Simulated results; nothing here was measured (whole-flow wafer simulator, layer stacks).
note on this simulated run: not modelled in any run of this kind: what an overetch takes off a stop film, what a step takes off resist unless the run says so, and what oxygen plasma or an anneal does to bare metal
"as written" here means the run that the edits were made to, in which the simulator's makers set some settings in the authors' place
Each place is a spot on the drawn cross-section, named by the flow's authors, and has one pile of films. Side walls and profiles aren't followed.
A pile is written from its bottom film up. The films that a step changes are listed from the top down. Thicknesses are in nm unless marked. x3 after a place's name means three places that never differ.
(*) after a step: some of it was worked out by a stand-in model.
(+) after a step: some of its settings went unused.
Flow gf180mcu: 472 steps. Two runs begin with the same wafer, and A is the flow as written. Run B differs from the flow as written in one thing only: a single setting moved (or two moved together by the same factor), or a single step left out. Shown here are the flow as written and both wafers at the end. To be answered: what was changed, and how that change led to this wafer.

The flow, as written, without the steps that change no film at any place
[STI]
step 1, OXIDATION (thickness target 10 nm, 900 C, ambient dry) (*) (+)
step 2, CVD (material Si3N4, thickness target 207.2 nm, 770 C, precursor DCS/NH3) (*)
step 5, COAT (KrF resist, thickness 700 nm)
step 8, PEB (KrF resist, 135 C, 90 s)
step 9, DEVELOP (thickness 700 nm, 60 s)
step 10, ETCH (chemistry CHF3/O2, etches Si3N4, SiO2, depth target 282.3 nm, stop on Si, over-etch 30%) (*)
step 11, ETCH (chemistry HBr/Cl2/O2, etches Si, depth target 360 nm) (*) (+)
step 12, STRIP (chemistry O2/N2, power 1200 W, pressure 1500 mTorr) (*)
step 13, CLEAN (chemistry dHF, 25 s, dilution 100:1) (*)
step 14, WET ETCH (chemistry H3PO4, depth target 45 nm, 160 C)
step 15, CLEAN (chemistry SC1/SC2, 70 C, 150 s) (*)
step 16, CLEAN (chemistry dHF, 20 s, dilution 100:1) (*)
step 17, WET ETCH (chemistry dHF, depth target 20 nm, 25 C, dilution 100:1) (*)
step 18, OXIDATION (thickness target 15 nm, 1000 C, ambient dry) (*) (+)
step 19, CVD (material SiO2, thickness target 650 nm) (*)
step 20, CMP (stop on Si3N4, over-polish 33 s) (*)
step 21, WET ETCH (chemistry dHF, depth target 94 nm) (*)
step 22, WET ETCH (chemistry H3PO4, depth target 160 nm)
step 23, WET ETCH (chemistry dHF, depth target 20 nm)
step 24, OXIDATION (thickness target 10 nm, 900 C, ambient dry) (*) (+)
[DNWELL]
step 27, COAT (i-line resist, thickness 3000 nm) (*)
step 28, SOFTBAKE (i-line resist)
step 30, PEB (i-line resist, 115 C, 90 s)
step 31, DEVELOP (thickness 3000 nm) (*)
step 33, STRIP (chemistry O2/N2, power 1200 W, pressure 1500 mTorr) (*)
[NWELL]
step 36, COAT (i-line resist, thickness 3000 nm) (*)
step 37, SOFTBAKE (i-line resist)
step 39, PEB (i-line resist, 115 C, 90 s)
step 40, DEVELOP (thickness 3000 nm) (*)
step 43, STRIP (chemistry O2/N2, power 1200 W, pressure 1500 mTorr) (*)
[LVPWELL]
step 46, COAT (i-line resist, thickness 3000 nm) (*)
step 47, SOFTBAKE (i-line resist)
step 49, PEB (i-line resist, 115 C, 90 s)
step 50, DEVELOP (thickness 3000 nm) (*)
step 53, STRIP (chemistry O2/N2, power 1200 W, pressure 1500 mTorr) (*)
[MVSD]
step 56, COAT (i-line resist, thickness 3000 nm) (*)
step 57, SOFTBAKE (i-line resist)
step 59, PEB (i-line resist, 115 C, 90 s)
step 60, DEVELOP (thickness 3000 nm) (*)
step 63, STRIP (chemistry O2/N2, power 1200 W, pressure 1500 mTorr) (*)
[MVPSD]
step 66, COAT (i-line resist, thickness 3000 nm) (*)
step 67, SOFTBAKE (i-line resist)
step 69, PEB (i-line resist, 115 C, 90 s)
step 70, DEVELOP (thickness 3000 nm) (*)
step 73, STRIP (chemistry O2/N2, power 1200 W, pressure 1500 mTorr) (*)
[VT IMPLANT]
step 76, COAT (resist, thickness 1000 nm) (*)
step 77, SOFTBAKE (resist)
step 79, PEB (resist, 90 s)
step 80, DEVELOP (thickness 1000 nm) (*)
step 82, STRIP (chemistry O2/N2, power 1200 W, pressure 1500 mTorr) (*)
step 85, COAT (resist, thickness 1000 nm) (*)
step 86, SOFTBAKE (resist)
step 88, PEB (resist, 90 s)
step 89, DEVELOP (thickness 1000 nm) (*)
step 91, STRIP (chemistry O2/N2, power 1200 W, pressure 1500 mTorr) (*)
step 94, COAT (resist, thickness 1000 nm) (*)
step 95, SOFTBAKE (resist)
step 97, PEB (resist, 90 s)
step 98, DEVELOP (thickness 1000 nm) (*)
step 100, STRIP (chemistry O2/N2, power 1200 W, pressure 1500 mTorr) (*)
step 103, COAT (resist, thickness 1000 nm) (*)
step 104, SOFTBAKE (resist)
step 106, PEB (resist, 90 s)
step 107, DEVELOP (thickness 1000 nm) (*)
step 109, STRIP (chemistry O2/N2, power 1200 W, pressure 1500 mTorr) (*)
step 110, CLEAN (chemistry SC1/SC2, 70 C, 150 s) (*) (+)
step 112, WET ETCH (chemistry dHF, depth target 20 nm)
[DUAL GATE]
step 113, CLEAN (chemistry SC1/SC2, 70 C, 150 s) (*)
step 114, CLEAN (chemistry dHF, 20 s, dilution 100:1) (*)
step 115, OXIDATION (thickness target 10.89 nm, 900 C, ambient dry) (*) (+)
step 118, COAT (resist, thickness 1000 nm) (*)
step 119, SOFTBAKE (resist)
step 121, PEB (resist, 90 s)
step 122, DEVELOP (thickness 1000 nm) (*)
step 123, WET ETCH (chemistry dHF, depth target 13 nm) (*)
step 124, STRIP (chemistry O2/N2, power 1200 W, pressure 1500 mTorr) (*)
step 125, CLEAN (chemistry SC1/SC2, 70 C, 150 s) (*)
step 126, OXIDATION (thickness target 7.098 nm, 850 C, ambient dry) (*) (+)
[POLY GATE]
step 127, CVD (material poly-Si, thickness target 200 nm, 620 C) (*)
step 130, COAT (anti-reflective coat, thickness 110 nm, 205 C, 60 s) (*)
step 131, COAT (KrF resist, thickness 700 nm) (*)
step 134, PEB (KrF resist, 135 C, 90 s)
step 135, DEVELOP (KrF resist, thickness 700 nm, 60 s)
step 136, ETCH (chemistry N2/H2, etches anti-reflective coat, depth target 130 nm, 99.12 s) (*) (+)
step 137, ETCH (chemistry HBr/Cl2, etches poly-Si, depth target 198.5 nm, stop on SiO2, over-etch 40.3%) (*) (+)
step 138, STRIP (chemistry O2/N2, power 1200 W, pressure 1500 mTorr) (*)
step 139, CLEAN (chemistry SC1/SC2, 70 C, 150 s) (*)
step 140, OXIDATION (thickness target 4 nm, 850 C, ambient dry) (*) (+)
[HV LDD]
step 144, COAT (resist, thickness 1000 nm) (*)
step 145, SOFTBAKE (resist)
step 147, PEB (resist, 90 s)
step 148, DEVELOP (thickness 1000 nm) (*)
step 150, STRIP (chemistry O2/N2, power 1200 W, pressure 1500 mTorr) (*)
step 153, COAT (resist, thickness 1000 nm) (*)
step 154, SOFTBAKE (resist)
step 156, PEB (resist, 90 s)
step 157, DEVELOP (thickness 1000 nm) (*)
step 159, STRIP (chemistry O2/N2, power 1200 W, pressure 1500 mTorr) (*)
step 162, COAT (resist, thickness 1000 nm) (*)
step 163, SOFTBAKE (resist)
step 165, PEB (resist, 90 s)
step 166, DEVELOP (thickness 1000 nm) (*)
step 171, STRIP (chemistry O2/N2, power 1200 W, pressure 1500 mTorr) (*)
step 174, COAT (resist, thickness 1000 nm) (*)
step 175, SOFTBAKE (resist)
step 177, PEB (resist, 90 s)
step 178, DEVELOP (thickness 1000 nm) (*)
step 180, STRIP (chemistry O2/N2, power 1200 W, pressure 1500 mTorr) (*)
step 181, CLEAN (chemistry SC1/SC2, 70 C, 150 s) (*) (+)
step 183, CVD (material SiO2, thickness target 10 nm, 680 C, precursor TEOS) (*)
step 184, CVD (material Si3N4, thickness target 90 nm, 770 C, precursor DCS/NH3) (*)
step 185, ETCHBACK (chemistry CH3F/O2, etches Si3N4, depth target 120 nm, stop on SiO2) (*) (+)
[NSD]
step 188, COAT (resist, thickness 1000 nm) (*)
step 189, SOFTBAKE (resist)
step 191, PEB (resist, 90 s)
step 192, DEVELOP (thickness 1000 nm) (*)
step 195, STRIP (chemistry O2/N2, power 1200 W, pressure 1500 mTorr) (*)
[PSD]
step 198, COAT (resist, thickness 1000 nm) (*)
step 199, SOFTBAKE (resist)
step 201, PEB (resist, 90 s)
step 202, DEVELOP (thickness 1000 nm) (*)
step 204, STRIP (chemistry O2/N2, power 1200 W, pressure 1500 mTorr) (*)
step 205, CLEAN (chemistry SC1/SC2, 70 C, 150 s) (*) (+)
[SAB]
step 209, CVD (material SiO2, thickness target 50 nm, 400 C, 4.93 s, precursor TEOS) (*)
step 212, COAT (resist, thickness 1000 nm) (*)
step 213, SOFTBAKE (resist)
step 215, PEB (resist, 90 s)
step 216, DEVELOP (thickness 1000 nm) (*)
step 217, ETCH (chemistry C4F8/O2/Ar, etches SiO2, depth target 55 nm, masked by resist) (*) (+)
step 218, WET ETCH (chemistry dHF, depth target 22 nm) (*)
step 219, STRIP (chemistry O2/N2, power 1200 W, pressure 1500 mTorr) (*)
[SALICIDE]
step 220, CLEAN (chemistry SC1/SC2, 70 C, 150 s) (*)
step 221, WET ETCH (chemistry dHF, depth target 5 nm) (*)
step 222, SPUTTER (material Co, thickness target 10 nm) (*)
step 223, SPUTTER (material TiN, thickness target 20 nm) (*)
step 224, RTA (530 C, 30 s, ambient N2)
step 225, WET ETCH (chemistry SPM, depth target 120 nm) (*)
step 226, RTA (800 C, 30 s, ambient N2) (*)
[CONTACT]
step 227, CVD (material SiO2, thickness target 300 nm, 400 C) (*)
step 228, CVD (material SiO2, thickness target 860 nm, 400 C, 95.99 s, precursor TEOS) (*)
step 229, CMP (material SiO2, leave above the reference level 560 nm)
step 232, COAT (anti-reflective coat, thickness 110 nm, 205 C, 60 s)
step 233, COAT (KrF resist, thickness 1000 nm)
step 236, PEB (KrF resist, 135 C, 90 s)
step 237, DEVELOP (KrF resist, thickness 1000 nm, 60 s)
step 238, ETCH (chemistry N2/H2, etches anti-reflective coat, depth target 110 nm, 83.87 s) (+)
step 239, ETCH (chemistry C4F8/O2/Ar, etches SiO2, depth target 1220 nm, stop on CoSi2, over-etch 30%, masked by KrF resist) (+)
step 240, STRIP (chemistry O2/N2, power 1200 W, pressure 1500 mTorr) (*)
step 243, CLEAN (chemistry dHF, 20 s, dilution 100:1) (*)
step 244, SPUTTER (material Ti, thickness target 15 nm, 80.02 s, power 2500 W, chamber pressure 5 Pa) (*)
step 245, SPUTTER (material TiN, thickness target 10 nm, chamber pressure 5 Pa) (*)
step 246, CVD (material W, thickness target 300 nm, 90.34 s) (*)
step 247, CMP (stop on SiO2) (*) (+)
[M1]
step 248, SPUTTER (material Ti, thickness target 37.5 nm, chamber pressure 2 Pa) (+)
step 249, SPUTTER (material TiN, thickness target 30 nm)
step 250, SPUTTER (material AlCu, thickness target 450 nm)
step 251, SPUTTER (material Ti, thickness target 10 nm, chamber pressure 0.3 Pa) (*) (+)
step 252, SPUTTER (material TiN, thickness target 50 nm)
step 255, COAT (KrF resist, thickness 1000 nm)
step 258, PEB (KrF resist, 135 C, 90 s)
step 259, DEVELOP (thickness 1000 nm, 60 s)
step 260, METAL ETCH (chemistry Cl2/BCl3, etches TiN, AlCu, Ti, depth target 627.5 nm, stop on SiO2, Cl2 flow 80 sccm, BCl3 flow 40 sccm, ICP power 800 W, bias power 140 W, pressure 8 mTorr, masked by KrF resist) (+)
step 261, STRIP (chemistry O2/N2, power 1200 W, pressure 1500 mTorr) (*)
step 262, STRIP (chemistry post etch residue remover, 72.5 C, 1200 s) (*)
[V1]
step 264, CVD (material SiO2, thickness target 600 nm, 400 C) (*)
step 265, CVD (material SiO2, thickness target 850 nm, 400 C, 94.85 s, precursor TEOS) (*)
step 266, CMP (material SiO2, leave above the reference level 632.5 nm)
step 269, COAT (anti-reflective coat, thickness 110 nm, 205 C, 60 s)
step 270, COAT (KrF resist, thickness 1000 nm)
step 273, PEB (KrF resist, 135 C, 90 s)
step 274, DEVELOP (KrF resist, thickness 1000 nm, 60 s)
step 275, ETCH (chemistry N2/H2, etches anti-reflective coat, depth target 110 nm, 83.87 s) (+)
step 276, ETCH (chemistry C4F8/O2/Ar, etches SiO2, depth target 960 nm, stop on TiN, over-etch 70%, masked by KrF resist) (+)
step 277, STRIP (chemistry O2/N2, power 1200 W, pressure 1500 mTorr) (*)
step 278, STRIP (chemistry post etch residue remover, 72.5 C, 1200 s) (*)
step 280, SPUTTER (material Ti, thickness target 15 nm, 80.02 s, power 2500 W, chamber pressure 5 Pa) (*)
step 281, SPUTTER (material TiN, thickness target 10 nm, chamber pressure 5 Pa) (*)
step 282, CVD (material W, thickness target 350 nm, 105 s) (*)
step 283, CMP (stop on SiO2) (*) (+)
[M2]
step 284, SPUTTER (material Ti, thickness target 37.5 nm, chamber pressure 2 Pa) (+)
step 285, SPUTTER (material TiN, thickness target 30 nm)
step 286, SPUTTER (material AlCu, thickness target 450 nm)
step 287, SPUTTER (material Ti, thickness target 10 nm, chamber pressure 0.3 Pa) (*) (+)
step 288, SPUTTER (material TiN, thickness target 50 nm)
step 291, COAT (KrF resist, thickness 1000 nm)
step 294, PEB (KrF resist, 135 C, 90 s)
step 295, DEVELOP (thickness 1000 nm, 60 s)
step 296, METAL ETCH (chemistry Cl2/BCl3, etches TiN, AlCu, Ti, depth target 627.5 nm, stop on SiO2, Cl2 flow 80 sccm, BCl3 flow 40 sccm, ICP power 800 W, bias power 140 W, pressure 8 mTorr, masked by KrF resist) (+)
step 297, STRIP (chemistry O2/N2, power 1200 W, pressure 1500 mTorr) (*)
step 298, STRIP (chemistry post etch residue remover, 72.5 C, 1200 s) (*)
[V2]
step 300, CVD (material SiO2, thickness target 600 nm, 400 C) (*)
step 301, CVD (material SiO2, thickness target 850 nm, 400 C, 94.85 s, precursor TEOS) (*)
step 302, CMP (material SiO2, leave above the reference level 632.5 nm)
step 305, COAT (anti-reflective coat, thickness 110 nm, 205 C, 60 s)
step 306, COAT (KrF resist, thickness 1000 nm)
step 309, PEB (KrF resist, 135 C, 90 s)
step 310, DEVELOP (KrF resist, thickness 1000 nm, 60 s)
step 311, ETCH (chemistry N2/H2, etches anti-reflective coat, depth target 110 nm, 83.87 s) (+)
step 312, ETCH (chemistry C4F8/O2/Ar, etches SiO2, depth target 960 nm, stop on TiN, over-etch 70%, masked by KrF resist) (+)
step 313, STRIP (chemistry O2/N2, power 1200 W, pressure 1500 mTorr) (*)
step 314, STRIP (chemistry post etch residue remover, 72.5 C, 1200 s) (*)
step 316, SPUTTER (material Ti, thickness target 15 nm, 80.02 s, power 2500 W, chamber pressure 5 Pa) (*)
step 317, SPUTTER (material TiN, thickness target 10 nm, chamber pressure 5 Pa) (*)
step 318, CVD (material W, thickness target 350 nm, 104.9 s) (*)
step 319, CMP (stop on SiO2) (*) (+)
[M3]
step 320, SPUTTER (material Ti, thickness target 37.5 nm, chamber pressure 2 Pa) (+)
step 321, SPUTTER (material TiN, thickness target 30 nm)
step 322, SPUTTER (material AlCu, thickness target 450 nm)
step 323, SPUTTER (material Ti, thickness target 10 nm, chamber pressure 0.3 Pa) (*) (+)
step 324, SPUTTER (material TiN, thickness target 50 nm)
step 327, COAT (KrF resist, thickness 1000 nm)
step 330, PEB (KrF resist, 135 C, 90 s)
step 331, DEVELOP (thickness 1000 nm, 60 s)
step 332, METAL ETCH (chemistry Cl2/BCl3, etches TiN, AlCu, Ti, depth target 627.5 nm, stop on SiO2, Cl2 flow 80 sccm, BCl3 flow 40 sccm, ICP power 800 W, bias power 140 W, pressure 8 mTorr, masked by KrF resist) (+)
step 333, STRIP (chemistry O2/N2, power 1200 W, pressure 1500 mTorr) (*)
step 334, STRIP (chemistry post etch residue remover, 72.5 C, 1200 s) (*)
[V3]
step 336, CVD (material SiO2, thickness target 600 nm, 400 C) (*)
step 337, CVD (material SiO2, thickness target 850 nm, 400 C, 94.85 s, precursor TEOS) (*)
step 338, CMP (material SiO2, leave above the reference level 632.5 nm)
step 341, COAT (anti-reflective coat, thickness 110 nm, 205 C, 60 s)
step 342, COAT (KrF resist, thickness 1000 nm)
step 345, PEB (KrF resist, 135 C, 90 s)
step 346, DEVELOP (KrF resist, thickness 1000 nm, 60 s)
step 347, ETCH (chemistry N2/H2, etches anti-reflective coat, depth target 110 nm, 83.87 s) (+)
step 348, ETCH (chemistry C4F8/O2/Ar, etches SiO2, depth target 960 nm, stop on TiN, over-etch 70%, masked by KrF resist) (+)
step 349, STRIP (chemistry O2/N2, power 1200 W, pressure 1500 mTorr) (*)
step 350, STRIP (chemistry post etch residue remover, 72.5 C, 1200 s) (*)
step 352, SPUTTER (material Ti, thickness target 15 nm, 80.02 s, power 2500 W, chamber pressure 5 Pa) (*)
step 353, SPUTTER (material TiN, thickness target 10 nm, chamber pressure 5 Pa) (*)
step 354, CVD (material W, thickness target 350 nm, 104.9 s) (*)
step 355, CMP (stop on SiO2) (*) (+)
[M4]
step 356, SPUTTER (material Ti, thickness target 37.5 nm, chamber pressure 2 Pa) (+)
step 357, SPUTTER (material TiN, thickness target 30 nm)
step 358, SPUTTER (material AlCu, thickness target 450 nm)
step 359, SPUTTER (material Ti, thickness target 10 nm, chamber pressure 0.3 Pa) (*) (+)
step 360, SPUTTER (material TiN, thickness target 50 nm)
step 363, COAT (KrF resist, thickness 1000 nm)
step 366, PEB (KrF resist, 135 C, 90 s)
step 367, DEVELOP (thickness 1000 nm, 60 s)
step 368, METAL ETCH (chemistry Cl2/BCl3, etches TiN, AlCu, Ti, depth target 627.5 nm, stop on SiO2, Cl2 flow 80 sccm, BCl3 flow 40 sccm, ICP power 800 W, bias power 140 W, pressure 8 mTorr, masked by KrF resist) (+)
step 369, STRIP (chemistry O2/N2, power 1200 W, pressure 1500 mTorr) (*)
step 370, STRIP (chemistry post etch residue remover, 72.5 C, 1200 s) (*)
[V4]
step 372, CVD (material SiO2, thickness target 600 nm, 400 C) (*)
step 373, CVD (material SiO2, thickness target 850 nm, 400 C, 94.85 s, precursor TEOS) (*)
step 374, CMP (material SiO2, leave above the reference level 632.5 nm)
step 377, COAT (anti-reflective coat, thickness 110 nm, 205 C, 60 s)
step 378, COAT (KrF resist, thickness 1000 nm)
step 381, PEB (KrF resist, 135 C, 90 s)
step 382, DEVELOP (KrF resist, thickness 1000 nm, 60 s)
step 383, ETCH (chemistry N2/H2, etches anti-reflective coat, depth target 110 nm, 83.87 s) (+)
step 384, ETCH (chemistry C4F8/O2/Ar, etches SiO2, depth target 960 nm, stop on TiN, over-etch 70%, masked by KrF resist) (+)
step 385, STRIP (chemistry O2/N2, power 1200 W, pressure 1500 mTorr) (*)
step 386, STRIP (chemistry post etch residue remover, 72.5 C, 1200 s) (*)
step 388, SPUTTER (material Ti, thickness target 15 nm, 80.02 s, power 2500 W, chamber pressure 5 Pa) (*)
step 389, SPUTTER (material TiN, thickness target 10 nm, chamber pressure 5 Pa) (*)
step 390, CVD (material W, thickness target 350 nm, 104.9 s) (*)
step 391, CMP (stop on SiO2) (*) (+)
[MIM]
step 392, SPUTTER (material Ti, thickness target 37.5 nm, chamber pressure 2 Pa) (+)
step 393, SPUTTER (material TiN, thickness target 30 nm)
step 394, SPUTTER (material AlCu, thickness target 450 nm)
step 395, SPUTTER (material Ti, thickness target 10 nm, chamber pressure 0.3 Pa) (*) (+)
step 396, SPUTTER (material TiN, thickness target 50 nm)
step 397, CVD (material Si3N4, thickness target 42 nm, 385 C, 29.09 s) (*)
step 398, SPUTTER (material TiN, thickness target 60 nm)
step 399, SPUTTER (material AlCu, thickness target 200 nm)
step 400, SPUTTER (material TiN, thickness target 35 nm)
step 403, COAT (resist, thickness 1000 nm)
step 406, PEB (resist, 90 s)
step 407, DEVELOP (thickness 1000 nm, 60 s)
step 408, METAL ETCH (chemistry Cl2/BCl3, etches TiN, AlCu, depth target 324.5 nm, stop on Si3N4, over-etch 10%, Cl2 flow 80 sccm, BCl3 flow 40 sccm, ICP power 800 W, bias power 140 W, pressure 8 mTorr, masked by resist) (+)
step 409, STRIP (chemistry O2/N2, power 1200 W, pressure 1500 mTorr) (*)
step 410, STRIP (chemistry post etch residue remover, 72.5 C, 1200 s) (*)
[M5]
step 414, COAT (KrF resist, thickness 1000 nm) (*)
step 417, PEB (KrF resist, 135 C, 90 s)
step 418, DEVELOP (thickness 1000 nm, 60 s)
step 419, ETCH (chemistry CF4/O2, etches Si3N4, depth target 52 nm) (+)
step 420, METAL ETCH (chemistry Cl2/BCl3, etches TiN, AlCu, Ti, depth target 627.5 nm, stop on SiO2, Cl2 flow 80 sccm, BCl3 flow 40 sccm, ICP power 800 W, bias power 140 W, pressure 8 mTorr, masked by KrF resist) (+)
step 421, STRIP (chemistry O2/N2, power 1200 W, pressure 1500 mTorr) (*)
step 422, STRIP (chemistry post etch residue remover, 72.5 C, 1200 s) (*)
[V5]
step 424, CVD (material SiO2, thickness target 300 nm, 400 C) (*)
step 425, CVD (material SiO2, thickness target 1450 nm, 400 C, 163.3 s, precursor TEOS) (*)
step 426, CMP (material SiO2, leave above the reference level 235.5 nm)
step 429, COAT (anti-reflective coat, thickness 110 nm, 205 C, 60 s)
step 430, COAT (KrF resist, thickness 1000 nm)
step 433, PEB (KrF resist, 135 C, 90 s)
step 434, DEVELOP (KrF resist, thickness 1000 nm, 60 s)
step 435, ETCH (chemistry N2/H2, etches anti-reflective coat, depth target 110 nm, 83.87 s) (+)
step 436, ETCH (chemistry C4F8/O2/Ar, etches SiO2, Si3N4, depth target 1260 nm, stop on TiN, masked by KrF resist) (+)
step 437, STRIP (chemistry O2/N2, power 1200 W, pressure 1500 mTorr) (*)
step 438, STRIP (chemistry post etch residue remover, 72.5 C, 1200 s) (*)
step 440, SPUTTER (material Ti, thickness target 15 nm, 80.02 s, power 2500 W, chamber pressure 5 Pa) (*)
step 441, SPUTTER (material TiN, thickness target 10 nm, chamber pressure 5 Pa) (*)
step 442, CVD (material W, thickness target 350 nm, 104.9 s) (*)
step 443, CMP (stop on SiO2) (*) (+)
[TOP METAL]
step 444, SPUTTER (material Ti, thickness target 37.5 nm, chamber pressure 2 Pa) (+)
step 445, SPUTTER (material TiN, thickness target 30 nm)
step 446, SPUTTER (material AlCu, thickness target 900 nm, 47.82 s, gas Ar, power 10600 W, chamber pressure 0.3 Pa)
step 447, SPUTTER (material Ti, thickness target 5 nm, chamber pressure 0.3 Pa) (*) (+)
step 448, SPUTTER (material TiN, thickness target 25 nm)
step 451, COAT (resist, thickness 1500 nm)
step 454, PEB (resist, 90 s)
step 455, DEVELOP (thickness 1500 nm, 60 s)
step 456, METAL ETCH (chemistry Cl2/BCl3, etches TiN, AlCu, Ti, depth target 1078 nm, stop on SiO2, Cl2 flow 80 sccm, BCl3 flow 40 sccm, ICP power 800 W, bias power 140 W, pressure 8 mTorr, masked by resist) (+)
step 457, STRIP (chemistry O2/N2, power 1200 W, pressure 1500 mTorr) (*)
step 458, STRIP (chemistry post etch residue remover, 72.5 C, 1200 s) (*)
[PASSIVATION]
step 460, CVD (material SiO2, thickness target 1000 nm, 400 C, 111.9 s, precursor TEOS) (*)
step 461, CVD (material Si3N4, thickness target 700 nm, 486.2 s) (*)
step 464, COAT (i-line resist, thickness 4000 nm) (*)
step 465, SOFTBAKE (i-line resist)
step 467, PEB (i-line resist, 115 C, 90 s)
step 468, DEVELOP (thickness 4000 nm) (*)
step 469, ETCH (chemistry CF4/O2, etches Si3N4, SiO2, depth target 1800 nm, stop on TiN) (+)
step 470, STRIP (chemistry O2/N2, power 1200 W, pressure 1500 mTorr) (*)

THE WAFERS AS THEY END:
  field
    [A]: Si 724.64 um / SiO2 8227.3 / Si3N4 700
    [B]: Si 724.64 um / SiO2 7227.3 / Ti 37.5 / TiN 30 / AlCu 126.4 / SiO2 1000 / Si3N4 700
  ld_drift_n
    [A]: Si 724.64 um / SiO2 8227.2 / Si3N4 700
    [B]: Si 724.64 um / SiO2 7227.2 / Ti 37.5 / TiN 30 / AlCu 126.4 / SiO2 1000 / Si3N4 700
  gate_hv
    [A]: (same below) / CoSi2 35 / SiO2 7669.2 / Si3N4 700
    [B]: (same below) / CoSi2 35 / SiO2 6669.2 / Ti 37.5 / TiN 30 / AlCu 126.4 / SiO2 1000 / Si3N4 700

Cause: step 456, METAL ETCH: depth target 797.9 nm was run, whereas the flow has depth target 1078 nm.

Step by step, how the change led to this:
  step 456, METAL ETCH (chemistry Cl2/BCl3, etches TiN, AlCu, Ti, depth target 1078 nm, stop on SiO2, Cl2 flow 80 sccm, BCl3 flow 40 sccm, ICP power 800 W, bias power 140 W, pressure 8 mTorr, masked by resist) (+)
      field, field__w1, field__w2 and 103 more: A TiN loses 25 (all of it), Ti loses 5 (all of it), AlCu loses 900 (all of it), TiN loses 30 (all of it), Ti loses 37.5 (all of it) | B TiN loses 25 (all of it), Ti loses 5 (all of it), AlCu loses 767.9
      field__w8, contact, m1, m1__w1, pad, m1_nw: A resist loses 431 | B resist loses 319.2
  step 457, STRIP (chemistry O2/N2, power 1200 W, pressure 1500 mTorr) (*)
      field__w8, contact, m1, m1__w1, pad, m1_nw: A resist loses 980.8 (all of it) | B resist loses 1092.6 (all of it)
  step 458, STRIP (chemistry post etch residue remover, 72.5 C, 1200 s) (*)
      field, field__w1, field__w2 and 103 more: A nothing | B AlCu loses 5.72
  step 460, CVD (material SiO2, thickness target 1000 nm, 400 C, 111.9 s, precursor TEOS) (*)
      field, field__w1, field__w2 and 103 more: A SiO2 gains 1000 | B SiO2 gains 1000 (new film)
  step 464, COAT (i-line resist, thickness 4000 nm) (*)
      field__w8: A i-line resist gains 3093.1 (new film) | B i-line resist gains 3264.9 (new film)
      contact: A i-line resist gains 3153.6 (new film) | B i-line resist gains 3307.4 (new film)
      (as well as at 4 more places)
  step 465, SOFTBAKE (i-line resist)
      field__w5, field__w9: A i-line resist gains 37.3 | B i-line resist gains 27.6
      field: A i-line resist loses 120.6 | B i-line resist loses 89.9
      (as well as at 66 more places)
  step 467, PEB (i-line resist, 115 C, 90 s)
      field__w8, m1__w1: A i-line resist loses 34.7 | B i-line resist loses 37.8
      contact: A i-line resist loses 35.1 | B i-line resist loses 38
      (as well as at 3 more places)
  step 468, DEVELOP (thickness 4000 nm) (*)
      pad: A i-line resist loses 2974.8 (all of it) | B i-line resist loses 3164.1 (all of it)
  step 470, STRIP (chemistry O2/N2, power 1200 W, pressure 1500 mTorr) (*)
      field__w8, m1__w1: A i-line resist loses 1787.7 (all of it) | B i-line resist loses 1974.6 (all of it)
      contact: A i-line resist loses 1811.2 (all of it) | B i-line resist loses 1991.4 (all of it)
      (as well as at 2 more places)
If metal films that touch count as one body, field has 1 body; the flow as written gives 0 bodies.
If metal films that touch count as one body, ld_drift_n has 1 body; the flow as written gives 0 bodies.
If metal films that touch count as one body, gate_hv has 2 bodies (between them, from the top down: SiO2 6669.2); the flow as written gives 1 body.
